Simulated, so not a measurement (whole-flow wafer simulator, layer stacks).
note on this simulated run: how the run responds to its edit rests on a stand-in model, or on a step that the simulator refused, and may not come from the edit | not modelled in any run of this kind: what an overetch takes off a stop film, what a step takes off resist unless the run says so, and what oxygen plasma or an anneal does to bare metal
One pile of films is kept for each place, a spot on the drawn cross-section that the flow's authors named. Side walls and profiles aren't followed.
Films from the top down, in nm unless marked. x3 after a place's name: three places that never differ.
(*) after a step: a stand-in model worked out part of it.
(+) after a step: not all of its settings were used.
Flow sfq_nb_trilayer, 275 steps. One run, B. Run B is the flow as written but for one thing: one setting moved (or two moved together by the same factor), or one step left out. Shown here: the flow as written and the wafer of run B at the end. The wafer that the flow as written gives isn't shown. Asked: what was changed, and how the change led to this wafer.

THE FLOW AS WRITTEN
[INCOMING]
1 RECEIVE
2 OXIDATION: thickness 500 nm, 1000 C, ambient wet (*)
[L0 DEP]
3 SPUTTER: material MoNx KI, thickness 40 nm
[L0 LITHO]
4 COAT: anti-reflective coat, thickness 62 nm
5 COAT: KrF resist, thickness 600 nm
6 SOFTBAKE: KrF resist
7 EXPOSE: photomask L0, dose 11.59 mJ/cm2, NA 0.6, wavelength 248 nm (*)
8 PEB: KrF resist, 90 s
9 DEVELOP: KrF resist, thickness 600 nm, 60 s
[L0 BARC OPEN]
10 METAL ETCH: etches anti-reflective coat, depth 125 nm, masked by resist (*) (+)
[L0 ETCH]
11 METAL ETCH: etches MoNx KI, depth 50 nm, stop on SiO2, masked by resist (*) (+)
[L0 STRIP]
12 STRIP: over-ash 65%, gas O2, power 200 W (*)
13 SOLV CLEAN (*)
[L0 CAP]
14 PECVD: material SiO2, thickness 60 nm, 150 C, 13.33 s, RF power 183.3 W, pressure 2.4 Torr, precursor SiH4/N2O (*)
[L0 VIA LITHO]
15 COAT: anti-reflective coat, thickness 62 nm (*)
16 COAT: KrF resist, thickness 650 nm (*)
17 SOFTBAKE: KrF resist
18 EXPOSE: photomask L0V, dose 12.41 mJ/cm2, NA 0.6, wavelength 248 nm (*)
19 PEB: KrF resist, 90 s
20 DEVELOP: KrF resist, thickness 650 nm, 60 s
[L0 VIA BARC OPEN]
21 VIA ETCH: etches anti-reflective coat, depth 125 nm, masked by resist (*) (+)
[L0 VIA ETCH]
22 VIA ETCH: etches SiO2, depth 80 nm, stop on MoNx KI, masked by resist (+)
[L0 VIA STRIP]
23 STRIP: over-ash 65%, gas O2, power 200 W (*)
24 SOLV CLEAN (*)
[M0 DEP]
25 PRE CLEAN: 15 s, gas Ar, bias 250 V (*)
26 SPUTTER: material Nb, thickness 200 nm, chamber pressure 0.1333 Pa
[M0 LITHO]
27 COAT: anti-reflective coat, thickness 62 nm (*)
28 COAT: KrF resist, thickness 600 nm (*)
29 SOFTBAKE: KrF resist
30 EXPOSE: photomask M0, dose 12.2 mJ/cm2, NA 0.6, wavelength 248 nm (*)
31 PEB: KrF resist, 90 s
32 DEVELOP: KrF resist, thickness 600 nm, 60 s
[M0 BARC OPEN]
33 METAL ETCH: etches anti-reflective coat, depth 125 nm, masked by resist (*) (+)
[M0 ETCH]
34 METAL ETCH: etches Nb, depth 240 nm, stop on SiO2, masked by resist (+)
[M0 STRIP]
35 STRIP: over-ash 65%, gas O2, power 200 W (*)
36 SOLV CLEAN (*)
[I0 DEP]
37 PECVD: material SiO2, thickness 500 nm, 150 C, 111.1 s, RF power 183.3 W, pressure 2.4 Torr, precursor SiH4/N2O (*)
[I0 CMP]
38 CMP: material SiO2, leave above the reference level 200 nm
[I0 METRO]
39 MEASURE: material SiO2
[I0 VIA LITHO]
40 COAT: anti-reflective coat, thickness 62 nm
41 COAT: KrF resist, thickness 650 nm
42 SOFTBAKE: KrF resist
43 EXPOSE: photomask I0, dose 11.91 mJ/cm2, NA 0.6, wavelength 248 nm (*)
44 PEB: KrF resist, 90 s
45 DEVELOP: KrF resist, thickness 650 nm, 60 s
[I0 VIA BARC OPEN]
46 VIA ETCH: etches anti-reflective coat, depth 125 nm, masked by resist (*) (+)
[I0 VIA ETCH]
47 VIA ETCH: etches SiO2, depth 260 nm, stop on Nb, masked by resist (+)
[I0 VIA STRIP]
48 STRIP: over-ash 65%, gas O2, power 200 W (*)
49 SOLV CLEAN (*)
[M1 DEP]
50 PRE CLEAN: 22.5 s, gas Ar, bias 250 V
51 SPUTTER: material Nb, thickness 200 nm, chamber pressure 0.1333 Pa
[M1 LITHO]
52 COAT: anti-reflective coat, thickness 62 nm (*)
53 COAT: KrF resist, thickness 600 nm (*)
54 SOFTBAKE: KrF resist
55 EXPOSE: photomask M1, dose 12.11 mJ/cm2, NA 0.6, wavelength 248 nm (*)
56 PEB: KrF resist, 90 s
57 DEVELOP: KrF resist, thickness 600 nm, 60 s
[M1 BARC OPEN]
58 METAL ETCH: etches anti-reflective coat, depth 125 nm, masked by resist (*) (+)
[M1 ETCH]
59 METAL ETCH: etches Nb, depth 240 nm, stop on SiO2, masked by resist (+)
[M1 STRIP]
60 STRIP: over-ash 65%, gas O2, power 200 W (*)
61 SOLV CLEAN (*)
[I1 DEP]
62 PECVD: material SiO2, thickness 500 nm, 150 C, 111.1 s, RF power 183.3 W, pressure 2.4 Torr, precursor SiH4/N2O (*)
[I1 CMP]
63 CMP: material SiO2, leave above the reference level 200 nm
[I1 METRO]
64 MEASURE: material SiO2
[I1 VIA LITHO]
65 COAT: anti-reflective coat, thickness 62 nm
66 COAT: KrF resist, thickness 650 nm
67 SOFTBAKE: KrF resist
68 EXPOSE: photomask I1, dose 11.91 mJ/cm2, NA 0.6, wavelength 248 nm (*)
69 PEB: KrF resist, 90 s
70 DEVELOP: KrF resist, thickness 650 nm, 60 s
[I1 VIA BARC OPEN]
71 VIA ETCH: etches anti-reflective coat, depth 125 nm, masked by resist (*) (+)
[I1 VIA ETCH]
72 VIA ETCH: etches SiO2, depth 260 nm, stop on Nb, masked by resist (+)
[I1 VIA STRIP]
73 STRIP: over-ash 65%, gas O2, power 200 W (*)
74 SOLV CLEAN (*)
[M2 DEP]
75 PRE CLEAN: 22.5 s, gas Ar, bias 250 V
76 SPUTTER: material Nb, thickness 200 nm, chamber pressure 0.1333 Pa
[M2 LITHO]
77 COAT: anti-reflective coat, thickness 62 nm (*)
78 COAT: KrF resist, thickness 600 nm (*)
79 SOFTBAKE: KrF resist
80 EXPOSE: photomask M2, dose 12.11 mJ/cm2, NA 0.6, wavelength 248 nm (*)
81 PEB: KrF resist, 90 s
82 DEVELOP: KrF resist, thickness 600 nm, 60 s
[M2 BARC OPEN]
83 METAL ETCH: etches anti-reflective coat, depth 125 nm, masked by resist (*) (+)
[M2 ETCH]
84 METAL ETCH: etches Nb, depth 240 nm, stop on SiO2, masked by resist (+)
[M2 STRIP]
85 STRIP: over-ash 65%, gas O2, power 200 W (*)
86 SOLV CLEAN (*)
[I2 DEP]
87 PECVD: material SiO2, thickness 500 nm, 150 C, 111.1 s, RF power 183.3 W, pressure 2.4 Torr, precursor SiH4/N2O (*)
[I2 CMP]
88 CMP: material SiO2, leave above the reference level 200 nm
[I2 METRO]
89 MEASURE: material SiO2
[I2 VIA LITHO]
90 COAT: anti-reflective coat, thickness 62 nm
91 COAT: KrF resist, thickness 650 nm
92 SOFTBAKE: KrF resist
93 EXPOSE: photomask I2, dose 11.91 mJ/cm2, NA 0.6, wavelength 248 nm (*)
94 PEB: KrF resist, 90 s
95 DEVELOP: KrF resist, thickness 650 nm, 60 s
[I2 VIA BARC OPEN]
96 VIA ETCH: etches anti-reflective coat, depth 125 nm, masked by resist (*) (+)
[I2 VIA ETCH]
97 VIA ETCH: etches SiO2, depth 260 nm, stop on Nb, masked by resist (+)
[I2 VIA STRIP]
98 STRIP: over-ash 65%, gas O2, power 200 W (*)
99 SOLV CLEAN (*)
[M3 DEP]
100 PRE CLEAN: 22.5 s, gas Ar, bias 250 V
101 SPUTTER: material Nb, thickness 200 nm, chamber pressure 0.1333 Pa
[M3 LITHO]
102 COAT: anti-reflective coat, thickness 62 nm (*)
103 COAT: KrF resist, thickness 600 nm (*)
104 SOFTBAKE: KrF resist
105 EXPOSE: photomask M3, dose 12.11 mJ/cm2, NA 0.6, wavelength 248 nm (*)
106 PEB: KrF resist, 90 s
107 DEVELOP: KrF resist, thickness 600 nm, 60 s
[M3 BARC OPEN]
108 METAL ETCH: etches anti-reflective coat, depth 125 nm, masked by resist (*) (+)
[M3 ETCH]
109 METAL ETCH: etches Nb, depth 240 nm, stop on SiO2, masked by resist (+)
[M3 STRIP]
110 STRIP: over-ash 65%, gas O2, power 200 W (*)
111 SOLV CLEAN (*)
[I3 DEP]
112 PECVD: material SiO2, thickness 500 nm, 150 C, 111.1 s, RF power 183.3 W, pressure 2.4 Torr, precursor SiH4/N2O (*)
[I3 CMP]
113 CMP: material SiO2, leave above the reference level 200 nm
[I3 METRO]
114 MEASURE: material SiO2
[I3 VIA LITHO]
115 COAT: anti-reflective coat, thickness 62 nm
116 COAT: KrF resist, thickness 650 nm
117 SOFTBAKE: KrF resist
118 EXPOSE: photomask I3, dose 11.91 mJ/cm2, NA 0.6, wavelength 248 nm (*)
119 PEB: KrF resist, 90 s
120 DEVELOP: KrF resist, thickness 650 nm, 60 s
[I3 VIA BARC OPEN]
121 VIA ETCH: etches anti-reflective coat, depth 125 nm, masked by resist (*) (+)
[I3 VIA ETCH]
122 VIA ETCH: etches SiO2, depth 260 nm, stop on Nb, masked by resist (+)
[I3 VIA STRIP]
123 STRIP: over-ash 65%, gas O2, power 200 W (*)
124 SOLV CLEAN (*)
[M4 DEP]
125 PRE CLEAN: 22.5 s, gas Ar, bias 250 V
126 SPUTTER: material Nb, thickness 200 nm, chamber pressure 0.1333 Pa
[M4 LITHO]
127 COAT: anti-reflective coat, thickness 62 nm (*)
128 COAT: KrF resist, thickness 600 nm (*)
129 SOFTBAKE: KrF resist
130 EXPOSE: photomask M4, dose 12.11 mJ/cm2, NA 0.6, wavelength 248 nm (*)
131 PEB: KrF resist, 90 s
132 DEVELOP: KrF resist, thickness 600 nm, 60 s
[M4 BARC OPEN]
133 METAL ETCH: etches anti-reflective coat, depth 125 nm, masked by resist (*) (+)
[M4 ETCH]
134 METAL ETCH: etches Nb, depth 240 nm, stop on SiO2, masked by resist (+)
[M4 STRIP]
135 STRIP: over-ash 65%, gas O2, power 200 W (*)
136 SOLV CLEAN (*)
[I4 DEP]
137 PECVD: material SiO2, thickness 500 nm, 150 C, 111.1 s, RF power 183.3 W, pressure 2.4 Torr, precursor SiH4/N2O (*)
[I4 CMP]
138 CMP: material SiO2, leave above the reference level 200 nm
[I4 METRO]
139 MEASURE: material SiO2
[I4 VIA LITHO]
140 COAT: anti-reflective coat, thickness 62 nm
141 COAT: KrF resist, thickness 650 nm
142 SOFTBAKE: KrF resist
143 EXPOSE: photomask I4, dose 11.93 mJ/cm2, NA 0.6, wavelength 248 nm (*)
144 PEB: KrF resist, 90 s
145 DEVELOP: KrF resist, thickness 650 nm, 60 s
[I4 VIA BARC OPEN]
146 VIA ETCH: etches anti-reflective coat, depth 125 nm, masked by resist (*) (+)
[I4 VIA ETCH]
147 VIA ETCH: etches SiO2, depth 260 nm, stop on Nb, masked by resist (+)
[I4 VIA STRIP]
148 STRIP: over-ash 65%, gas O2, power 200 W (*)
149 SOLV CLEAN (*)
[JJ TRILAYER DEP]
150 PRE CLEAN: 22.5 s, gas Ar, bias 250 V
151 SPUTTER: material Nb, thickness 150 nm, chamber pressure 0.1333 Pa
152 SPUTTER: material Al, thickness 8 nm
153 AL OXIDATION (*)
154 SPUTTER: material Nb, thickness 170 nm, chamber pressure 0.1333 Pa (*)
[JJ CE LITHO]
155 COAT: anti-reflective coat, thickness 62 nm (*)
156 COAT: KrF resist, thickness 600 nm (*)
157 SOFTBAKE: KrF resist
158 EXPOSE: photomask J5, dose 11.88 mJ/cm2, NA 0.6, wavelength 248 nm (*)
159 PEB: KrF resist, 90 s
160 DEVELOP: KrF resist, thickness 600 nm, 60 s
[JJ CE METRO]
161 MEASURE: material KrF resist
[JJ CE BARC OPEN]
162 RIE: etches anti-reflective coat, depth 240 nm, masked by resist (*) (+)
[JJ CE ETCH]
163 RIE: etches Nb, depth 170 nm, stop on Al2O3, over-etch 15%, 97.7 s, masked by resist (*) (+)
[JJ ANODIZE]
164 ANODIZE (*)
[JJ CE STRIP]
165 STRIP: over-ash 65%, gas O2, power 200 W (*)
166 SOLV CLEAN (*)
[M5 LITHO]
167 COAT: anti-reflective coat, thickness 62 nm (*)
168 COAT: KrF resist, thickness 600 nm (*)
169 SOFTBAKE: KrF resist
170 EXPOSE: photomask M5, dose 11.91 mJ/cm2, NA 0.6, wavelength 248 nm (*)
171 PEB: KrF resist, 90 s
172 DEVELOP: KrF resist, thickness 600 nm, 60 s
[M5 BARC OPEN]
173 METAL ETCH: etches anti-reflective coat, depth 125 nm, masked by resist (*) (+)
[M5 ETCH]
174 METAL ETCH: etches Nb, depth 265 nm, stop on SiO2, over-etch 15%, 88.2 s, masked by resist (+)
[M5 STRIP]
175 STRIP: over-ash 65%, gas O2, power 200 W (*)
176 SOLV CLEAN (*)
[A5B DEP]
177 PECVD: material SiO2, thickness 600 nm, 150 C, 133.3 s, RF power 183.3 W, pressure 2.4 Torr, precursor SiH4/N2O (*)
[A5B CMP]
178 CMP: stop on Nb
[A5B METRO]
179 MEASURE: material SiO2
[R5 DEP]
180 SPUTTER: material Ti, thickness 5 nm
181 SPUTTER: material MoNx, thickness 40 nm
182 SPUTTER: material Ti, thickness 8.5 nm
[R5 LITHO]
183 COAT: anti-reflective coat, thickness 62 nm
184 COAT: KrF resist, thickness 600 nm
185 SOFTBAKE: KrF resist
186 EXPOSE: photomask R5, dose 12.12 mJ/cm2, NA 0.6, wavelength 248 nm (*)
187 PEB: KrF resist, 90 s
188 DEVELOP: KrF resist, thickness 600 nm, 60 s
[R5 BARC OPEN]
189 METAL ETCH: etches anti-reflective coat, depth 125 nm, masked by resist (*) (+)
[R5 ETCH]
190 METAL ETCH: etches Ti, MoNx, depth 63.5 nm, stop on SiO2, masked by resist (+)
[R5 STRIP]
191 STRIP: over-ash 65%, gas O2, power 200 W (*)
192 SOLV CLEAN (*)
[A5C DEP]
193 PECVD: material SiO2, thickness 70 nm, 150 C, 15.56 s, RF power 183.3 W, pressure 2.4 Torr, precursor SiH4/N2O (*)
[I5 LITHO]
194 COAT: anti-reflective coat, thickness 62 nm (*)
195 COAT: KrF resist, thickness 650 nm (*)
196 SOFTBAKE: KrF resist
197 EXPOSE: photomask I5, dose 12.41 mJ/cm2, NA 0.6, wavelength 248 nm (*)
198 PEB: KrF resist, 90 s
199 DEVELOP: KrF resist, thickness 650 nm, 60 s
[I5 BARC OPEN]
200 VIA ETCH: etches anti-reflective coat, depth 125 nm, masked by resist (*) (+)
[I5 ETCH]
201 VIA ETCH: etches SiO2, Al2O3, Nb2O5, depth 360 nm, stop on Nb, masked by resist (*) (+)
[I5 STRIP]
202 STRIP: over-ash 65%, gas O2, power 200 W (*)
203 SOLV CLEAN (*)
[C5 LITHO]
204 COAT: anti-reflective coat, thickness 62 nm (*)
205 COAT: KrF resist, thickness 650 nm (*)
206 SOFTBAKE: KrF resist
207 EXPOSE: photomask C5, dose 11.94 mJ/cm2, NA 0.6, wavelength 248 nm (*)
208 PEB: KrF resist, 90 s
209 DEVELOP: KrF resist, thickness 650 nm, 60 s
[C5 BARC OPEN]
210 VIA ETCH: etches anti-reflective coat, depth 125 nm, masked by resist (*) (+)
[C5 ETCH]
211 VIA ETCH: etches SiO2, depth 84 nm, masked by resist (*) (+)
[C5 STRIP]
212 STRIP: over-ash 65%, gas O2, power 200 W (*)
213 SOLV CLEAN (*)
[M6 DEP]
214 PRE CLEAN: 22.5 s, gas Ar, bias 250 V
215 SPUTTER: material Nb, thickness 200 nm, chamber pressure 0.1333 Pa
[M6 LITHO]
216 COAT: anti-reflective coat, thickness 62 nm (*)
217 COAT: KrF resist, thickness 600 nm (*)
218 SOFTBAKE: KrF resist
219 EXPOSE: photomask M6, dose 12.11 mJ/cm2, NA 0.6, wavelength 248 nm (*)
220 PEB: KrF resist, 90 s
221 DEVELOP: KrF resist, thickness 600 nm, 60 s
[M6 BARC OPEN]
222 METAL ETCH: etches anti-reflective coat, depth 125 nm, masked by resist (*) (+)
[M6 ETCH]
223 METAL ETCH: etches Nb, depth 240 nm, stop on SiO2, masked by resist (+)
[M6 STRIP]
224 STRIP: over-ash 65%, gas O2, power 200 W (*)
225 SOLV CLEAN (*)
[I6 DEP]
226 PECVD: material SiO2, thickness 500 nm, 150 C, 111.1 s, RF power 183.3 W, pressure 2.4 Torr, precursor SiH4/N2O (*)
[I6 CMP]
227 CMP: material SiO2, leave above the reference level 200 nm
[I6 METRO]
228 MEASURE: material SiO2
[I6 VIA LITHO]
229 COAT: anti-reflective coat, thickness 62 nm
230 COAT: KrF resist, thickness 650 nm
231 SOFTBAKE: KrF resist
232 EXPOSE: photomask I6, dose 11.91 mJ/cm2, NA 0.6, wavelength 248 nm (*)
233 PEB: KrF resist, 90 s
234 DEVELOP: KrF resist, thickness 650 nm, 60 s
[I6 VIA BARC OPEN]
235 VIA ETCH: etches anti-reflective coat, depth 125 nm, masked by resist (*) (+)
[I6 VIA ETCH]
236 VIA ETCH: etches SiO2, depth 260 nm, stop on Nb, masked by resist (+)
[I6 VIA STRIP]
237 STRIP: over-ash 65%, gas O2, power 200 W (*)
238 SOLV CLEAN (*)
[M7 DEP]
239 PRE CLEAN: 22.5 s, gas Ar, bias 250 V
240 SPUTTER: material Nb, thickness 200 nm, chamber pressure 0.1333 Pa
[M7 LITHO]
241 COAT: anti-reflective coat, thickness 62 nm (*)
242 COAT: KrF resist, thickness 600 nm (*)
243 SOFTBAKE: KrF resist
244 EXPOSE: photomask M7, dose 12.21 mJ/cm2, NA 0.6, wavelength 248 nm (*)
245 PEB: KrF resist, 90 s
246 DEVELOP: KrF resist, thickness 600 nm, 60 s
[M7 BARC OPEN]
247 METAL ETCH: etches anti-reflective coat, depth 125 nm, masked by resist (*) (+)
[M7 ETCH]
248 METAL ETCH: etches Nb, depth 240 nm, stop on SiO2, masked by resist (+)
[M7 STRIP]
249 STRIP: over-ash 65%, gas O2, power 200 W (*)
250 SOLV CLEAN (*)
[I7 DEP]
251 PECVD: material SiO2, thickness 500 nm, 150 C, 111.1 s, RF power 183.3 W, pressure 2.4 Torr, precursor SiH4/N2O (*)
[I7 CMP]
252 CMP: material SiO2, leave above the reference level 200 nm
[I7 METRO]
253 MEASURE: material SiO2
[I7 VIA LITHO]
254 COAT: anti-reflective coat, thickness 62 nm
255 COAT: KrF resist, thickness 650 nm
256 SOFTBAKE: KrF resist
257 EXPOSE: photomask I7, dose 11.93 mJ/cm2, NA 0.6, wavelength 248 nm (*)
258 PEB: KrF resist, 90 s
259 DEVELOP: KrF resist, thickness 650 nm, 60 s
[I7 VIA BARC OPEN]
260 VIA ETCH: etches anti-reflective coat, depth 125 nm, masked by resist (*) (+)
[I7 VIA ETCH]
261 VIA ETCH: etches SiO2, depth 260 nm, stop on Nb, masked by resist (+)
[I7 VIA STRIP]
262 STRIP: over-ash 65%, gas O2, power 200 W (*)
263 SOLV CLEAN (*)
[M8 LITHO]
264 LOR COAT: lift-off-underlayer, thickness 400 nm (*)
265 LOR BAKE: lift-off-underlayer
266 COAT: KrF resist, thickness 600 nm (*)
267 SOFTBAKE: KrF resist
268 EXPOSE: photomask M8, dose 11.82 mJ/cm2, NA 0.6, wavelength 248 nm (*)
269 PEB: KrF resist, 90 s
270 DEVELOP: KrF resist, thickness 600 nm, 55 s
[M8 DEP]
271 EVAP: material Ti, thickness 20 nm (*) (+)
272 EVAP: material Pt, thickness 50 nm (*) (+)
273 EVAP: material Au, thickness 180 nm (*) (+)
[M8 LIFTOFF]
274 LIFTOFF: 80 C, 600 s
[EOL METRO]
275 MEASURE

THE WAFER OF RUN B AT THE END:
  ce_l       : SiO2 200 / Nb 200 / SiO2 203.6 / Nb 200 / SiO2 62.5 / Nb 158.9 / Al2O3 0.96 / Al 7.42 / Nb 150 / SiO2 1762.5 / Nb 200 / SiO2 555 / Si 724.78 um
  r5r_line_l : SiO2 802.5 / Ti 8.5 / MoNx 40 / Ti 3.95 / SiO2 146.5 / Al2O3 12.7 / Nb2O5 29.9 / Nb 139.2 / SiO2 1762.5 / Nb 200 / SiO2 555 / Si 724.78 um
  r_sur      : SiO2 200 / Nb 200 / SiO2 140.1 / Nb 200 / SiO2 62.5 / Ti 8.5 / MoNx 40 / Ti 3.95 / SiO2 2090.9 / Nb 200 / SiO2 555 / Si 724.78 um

The cause: step 180, SPUTTER: thickness 3.95 nm was run, where the flow has thickness 5 nm.
It can be read off the wafer: r5r_line_l has Ti 3.95, and step 180 as written asks for 5 nm.

How the change led to this, step by step:
  180 SPUTTER: material Ti, thickness 5 nm
      field_l, v_sur, via_wl and 103 more: Ti +3.95 (new film) (as written it would be: Ti +5 (new film))
  190 METAL ETCH: etches Ti, MoNx, depth 63.5 nm, stop on SiO2, masked by resist (+)
      field_l, v_sur, via_wl and 92 more: Ti -8.5 (all of it), MoNx -40 (all of it), Ti -3.95 (all of it) (as written it would be: Ti -8.5 (all of it), MoNx -40 (all of it), Ti -5 (all of it))
      ce_l, c5j, ce_r, wl_jj: Ti -8.5 (all of it), MoNx -40 (all of it), Ti -3.95 (all of it), Nb -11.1 (as written it would be: Ti -8.5 (all of it), MoNx -40 (all of it), Ti -5 (all of it), Nb -10)
